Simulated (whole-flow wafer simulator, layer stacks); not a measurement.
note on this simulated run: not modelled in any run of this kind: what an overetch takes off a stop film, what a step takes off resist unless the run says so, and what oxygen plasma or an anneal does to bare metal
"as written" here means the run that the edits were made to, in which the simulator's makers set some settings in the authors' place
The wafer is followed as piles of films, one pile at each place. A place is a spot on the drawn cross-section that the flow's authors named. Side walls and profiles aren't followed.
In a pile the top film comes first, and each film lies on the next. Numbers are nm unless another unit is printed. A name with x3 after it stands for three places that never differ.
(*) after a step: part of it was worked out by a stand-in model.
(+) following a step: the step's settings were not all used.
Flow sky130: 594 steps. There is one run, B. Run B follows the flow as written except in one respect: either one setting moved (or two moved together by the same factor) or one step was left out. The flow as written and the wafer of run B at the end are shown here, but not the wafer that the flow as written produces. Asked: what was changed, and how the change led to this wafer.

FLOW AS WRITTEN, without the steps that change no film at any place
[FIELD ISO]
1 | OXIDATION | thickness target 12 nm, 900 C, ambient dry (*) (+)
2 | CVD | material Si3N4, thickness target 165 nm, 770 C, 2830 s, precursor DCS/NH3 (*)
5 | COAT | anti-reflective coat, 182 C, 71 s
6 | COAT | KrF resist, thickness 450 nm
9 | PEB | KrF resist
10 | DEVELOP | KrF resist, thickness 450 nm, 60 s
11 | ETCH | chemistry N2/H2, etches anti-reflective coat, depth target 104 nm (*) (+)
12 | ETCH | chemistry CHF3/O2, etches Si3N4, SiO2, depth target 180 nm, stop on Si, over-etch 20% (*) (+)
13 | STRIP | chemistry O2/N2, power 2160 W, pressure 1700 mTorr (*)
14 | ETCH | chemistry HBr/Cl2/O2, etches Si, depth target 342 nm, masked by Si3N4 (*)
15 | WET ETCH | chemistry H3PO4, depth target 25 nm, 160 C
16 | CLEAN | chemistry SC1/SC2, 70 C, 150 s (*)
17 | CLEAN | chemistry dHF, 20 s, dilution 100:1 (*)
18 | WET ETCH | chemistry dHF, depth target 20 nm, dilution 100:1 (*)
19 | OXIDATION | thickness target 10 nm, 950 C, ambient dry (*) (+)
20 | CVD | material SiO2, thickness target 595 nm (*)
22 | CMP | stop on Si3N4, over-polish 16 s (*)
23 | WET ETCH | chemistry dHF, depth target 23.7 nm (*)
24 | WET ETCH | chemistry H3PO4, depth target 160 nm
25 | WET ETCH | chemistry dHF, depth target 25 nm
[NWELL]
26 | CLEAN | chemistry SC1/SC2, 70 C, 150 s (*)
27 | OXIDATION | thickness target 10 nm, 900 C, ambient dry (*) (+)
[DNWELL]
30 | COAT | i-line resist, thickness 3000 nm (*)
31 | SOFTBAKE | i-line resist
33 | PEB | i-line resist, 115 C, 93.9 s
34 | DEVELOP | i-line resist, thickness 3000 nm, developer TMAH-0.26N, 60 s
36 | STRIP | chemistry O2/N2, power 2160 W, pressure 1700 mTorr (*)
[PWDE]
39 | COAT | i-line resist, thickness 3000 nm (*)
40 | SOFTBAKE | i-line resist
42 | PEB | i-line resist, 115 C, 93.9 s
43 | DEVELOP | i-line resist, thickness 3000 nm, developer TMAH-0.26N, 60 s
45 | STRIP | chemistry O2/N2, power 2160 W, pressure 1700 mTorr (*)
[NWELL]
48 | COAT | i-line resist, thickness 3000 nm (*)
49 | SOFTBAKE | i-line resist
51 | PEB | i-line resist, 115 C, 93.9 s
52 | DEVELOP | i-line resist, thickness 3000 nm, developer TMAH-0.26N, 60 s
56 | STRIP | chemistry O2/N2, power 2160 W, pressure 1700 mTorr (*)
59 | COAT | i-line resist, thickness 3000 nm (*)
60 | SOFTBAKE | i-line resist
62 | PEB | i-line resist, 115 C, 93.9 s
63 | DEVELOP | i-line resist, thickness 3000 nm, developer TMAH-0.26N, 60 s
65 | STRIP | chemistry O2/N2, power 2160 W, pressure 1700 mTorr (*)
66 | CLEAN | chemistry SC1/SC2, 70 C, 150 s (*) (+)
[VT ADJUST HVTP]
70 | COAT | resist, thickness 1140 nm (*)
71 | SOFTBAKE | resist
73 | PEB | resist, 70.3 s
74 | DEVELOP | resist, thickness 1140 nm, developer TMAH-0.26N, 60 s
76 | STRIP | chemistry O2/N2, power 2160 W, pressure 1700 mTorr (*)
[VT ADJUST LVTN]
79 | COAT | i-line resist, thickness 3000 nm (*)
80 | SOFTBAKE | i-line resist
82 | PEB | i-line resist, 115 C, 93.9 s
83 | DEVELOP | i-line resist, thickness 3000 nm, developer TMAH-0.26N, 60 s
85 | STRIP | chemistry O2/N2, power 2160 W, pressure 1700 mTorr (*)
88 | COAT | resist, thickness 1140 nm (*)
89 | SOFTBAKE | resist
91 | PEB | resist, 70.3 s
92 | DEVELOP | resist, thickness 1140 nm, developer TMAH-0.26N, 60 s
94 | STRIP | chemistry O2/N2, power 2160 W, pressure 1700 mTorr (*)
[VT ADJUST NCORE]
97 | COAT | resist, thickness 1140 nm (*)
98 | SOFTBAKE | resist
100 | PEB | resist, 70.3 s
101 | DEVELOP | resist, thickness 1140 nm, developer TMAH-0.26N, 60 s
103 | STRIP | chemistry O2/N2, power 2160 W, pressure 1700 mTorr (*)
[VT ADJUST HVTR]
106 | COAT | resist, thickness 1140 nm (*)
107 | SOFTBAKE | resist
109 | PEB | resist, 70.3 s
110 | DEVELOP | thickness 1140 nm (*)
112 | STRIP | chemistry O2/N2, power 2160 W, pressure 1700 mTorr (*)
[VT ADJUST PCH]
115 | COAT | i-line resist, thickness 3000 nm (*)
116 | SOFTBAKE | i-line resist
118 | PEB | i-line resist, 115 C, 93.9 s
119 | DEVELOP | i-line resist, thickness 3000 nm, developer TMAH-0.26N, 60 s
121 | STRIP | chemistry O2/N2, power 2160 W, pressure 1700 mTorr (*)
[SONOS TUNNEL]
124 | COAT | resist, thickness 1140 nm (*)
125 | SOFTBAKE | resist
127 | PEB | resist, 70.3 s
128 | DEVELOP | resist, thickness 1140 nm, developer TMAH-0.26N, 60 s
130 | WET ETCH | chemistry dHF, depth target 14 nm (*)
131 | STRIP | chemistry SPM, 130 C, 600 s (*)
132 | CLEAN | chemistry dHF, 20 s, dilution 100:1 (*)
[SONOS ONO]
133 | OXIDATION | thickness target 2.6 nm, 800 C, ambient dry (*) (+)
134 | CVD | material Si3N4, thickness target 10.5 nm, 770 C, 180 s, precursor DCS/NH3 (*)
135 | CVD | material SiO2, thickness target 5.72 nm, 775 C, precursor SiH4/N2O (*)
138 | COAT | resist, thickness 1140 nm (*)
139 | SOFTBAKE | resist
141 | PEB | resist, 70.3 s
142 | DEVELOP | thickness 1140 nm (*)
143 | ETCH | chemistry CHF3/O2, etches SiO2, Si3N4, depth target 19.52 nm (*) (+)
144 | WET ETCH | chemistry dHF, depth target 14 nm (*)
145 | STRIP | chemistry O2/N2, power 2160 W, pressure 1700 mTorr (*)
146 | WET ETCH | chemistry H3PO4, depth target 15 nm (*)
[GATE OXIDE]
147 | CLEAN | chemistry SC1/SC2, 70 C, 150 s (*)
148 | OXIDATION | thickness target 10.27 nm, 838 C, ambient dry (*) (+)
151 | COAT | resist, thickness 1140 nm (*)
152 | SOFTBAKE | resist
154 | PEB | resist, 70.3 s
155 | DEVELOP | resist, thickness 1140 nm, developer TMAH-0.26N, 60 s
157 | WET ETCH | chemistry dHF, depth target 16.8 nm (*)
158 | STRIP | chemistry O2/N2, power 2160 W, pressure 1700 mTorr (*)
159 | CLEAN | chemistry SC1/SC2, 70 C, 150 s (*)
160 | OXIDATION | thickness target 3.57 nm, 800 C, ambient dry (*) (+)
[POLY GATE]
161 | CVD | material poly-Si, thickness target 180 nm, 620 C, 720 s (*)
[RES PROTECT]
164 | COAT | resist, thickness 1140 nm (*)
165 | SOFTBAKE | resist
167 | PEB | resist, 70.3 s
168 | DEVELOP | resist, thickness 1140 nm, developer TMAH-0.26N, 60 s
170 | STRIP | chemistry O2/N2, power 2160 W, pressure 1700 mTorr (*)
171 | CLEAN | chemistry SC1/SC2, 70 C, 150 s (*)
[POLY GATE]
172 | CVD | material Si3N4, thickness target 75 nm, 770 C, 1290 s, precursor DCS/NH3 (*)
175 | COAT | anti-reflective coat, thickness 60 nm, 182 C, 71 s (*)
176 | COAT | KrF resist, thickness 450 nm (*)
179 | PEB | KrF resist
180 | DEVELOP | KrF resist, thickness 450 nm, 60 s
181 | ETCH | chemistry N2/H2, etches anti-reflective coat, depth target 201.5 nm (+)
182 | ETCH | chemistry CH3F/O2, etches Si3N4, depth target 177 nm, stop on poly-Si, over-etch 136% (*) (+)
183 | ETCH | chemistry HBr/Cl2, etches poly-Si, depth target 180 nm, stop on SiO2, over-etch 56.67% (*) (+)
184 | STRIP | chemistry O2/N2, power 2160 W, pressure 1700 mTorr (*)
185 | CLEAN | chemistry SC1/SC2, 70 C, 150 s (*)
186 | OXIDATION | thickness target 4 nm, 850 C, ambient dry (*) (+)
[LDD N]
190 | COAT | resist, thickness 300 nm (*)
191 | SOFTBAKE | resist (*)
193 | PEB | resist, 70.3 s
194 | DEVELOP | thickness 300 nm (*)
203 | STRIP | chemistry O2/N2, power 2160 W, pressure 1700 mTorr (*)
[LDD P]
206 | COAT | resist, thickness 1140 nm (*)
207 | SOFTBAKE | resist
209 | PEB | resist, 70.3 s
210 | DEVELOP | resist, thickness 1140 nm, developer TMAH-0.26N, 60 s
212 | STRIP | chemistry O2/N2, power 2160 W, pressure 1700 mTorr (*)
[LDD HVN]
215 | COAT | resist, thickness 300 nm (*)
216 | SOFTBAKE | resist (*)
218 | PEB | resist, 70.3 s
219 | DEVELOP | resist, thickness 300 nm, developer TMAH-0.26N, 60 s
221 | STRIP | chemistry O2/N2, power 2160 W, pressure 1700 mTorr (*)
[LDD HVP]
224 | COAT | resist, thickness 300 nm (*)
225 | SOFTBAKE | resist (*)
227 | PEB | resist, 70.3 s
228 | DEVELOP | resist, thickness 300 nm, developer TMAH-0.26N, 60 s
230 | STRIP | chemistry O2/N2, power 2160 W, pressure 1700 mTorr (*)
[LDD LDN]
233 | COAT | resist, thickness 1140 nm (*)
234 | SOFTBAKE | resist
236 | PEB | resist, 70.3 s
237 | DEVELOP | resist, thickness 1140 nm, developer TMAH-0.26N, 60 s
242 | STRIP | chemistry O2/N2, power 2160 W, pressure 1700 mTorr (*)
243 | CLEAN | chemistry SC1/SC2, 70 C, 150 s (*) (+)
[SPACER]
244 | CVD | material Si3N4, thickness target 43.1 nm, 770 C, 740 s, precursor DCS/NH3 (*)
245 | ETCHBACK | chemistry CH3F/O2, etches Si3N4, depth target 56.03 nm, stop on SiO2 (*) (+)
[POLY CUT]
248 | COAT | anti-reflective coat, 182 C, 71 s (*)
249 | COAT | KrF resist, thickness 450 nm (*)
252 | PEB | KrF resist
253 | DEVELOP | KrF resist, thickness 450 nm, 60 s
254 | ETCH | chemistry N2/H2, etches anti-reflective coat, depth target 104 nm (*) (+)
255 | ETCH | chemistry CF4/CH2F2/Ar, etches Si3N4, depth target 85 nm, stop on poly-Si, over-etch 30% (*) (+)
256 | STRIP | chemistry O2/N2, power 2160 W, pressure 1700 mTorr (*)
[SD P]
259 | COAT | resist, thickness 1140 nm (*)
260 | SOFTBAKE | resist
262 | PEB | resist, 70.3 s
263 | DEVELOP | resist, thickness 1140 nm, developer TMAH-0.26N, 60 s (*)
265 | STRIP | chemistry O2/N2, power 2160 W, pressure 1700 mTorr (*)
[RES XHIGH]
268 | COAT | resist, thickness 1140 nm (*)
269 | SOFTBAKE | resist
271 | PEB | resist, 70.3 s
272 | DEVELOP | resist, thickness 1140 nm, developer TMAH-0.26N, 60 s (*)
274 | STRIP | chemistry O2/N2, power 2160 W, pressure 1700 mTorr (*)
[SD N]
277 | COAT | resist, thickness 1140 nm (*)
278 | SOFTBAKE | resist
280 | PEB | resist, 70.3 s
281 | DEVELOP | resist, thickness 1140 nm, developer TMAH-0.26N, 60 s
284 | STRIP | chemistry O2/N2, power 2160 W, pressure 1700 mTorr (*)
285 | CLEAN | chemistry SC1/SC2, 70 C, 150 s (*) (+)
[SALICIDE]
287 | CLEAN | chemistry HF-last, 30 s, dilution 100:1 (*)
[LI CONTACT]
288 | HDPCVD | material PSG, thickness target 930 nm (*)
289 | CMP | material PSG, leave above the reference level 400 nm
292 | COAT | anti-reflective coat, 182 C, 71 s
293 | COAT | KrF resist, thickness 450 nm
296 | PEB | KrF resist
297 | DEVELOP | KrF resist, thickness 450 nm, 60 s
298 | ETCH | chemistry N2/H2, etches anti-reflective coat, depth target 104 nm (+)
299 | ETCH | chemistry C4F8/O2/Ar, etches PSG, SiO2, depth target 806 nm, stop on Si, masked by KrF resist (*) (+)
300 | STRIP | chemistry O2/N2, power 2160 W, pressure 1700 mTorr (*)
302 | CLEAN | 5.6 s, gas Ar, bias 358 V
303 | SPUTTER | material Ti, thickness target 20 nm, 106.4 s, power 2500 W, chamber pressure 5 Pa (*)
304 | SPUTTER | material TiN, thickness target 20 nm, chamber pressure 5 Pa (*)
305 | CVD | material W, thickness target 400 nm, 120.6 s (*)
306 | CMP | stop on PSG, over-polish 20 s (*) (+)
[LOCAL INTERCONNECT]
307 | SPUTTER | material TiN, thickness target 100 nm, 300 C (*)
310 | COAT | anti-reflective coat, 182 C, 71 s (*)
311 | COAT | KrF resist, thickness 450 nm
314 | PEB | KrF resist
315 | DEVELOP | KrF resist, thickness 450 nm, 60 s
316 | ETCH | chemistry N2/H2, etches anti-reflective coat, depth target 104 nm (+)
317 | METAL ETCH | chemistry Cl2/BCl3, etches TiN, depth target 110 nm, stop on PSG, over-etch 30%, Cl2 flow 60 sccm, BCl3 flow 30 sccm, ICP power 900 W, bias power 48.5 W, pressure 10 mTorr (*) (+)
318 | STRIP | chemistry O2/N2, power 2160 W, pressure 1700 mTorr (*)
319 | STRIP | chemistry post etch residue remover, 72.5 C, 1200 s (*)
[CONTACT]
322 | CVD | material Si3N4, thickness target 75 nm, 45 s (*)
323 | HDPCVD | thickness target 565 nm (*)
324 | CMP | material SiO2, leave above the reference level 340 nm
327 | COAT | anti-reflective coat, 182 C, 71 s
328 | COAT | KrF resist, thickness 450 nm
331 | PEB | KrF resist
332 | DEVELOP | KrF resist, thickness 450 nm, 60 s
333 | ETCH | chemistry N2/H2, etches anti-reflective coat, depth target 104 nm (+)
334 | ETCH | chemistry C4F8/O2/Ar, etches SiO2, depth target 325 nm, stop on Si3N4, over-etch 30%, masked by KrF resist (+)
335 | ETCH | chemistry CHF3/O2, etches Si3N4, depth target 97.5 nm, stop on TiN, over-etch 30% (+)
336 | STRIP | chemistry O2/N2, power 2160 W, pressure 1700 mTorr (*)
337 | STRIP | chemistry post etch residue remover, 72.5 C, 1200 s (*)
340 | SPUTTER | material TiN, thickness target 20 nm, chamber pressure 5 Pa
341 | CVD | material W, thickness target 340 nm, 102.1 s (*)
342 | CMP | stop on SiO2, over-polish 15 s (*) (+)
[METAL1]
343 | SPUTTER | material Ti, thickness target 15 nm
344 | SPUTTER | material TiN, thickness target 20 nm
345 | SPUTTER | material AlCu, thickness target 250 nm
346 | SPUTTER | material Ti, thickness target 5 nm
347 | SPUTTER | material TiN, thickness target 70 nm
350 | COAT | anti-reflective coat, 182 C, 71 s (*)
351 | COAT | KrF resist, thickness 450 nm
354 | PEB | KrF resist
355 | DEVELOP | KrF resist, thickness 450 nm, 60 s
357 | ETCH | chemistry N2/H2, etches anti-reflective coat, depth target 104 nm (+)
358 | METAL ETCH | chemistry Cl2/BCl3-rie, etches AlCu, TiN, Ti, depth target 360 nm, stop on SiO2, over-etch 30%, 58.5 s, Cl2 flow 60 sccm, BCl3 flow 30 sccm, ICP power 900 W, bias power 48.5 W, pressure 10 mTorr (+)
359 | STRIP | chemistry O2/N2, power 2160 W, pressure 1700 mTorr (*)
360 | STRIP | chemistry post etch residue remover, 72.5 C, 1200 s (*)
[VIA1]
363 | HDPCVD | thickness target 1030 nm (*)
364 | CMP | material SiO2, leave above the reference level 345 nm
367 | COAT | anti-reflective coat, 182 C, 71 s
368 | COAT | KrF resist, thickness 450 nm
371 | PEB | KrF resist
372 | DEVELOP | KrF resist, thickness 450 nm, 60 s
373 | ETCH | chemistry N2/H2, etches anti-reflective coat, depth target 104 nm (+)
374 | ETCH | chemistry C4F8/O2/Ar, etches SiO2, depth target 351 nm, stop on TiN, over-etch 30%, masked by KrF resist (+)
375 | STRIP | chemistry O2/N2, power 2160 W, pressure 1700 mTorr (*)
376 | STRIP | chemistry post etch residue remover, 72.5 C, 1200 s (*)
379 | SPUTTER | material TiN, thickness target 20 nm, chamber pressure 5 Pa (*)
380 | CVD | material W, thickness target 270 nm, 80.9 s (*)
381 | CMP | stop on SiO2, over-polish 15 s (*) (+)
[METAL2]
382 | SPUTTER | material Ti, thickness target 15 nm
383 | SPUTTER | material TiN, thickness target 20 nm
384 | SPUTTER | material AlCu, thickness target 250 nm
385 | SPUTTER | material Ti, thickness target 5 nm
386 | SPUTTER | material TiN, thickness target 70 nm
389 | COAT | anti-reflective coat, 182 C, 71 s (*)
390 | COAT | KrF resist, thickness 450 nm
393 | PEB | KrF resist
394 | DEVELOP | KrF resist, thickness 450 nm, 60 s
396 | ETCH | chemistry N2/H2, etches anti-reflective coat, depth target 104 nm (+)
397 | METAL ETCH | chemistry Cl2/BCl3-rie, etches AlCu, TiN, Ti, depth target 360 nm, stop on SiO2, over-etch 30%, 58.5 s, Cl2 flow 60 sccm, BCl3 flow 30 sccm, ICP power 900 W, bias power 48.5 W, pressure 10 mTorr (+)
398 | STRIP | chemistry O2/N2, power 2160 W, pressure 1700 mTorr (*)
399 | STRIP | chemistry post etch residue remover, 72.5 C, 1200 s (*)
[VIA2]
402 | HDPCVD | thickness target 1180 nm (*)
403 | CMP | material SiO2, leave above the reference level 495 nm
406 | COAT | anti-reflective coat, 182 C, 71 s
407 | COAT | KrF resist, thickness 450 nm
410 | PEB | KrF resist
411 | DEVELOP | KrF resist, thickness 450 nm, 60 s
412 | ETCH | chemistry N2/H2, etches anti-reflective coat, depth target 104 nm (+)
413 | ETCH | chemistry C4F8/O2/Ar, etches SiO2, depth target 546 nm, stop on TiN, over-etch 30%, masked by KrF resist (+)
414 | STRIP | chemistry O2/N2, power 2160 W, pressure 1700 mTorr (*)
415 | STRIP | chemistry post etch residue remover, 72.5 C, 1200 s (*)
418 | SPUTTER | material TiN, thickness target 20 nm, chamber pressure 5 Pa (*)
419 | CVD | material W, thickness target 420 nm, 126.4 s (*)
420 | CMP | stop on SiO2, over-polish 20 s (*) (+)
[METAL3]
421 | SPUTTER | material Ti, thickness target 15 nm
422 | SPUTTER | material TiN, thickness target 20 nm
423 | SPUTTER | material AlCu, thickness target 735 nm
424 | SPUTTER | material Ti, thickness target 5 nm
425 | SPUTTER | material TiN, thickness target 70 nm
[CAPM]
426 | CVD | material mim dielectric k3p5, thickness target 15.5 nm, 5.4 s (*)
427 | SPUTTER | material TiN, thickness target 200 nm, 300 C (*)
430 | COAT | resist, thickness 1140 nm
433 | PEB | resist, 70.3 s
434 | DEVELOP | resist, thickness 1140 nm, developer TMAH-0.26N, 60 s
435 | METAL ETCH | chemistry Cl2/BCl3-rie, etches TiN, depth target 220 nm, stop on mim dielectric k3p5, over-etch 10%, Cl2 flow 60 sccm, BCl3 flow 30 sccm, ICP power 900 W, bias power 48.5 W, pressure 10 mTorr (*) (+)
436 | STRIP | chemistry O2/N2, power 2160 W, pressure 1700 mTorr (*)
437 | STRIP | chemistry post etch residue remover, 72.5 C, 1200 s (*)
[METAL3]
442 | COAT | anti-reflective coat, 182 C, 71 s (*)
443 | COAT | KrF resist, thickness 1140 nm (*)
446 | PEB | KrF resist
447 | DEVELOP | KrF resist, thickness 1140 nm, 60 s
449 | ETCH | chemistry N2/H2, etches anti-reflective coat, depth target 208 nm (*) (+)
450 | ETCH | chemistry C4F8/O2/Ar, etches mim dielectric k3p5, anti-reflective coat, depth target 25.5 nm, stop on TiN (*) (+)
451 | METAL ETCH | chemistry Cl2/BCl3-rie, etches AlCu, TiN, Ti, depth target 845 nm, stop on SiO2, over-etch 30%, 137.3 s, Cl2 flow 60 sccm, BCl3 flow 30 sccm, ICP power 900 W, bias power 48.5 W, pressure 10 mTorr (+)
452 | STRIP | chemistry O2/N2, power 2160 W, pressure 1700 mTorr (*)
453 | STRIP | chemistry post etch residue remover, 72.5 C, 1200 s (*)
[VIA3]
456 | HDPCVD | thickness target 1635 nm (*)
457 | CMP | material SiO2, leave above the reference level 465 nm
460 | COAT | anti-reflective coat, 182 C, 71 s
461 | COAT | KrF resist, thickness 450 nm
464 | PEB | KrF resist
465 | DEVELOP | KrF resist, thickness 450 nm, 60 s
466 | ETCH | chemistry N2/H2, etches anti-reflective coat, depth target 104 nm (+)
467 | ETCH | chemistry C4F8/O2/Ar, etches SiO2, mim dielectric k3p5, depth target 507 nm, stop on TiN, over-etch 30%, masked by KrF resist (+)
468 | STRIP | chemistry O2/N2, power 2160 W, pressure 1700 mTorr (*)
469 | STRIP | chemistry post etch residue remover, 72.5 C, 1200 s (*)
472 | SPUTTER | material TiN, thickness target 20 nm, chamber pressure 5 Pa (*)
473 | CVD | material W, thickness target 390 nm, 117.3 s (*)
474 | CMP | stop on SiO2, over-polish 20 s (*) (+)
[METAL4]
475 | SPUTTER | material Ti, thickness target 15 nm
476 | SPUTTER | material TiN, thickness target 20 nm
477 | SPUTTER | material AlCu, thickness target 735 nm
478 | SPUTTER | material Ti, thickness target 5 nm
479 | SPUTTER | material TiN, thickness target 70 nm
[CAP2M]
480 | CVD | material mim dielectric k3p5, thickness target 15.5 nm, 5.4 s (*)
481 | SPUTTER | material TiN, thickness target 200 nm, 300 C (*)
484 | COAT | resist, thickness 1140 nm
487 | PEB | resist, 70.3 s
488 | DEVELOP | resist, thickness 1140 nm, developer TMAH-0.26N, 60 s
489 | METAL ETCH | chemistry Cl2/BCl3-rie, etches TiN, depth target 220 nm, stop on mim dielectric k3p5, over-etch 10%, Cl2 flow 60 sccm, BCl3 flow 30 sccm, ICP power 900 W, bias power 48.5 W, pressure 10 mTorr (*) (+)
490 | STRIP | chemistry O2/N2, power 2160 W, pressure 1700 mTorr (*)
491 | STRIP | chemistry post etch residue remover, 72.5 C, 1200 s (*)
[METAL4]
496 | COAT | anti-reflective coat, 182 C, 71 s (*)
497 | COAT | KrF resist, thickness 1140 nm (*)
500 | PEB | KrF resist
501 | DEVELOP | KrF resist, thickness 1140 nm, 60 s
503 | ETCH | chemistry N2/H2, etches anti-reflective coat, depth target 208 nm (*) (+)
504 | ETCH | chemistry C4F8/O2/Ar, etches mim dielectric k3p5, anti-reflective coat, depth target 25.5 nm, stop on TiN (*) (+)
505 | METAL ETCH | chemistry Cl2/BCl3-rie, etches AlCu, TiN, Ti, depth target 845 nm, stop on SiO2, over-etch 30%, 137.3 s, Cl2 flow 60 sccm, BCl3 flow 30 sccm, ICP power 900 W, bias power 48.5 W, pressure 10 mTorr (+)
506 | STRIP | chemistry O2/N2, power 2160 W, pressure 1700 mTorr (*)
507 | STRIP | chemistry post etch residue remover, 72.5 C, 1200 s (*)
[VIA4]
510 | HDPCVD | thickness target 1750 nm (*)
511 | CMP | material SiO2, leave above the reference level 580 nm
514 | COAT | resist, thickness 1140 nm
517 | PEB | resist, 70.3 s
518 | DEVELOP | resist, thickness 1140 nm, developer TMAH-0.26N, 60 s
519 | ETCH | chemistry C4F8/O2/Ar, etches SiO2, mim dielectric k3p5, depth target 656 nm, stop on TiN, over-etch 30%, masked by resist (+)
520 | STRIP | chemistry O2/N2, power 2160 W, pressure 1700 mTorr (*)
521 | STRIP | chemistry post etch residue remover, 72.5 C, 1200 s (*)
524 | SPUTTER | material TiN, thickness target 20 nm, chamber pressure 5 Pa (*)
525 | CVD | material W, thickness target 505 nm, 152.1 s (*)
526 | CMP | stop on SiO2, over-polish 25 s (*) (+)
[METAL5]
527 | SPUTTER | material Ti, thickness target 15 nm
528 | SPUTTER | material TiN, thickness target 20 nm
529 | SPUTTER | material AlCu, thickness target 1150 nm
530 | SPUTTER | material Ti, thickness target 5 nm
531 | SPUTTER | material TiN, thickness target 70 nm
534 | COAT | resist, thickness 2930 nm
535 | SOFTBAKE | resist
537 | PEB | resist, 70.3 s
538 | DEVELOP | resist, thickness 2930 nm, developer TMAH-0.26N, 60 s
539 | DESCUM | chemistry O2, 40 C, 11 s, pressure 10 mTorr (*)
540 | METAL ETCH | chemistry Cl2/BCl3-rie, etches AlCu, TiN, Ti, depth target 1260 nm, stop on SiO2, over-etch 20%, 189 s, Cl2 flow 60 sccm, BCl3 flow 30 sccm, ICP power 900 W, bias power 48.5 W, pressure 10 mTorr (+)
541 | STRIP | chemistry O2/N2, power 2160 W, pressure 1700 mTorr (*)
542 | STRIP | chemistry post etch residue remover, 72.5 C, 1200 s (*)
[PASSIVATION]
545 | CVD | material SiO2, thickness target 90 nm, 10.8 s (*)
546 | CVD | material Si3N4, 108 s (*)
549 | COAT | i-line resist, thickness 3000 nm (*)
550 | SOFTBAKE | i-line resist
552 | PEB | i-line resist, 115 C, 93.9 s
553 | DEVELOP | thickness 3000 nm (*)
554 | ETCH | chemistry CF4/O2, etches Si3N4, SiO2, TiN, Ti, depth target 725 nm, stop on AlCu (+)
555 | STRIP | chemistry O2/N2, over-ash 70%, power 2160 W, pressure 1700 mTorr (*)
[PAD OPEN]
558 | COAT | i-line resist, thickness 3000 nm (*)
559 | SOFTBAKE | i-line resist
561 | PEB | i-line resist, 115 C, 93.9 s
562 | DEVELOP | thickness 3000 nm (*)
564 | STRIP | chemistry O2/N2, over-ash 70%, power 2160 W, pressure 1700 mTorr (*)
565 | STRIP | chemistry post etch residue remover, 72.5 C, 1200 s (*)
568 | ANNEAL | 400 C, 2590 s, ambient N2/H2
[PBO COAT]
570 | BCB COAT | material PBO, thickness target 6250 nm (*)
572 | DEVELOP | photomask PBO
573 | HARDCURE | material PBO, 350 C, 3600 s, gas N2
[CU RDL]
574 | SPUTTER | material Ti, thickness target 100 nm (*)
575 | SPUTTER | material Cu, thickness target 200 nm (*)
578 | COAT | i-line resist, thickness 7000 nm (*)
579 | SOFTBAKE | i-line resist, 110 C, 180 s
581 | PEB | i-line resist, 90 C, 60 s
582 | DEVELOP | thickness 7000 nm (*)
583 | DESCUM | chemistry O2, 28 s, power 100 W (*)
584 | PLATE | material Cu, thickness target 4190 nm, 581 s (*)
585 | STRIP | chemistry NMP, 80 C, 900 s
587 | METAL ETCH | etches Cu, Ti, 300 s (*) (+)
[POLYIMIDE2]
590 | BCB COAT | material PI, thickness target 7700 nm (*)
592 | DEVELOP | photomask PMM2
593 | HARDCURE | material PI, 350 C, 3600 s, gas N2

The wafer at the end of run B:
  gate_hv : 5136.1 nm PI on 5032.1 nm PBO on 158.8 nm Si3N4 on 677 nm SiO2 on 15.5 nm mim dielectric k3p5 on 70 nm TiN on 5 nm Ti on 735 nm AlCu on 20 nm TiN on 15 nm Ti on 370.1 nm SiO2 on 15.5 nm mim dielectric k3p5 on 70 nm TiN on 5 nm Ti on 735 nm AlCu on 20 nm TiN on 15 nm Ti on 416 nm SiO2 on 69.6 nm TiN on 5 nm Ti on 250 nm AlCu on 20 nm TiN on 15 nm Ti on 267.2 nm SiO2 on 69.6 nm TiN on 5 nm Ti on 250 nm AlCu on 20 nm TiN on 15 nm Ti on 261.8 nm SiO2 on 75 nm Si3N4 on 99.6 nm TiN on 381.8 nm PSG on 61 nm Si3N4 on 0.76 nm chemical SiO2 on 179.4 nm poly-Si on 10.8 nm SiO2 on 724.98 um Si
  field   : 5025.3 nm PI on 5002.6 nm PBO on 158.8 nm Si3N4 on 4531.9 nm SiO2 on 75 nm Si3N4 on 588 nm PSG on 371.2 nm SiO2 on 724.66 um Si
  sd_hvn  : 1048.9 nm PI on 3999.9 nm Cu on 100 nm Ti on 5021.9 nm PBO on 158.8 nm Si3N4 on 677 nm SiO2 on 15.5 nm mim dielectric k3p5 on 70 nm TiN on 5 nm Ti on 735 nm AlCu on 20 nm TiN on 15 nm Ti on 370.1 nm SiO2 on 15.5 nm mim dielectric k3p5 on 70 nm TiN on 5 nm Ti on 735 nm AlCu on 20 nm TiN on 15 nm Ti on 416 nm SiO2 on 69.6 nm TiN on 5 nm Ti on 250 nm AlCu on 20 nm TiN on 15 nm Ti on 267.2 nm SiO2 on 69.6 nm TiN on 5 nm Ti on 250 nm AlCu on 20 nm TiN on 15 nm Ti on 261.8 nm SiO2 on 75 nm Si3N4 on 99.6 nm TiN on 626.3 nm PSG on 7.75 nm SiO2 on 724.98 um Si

What caused this: step 511, CMP: leave above the reference level 673 nm was run, though the flow has leave above the reference level 580 nm.

How this came from the change, step by step:
  511 | CMP | material SiO2, leave above the reference level 580 nm
      n_well, p_well, gate_hv and 99 more: SiO2 loses 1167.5 (it would be, as written: SiO2 loses 1260.5)
      field, active, gate and 77 more: SiO2 loses 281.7 (it would be, as written: SiO2 loses 374.7)
      (also at 11 further places)
  519 | ETCH | chemistry C4F8/O2/Ar, etches SiO2, mim dielectric k3p5, depth target 656 nm, stop on TiN, over-etch 30%, masked by resist (+)
      m1: SiO2 loses 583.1 (all of it), mim dielectric k3p5 loses 15.5 (all of it) (it would be, as written: SiO2 loses 490.1 (all of it), mim dielectric k3p5 loses 15.5 (all of it))
      via4_hole: SiO2 loses 582.5 (all of it), mim dielectric k3p5 loses 15.5 (all of it) (it would be, as written: SiO2 loses 489.5 (all of it), mim dielectric k3p5 loses 15.5 (all of it))
  524 | SPUTTER | material TiN, thickness target 20 nm, chamber pressure 5 Pa (*)
      m1, via4_hole: TiN gains 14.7 (it would be, as written: TiN gains 15.3)
  525 | CVD | material W, thickness target 505 nm, 152.1 s (*)
      m1: W gains 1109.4 (new film) (it would be, as written: W gains 1015.8 (new film))
      via4_hole: W gains 1108.7 (new film) (it would be, as written: W gains 1015.2 (new film))
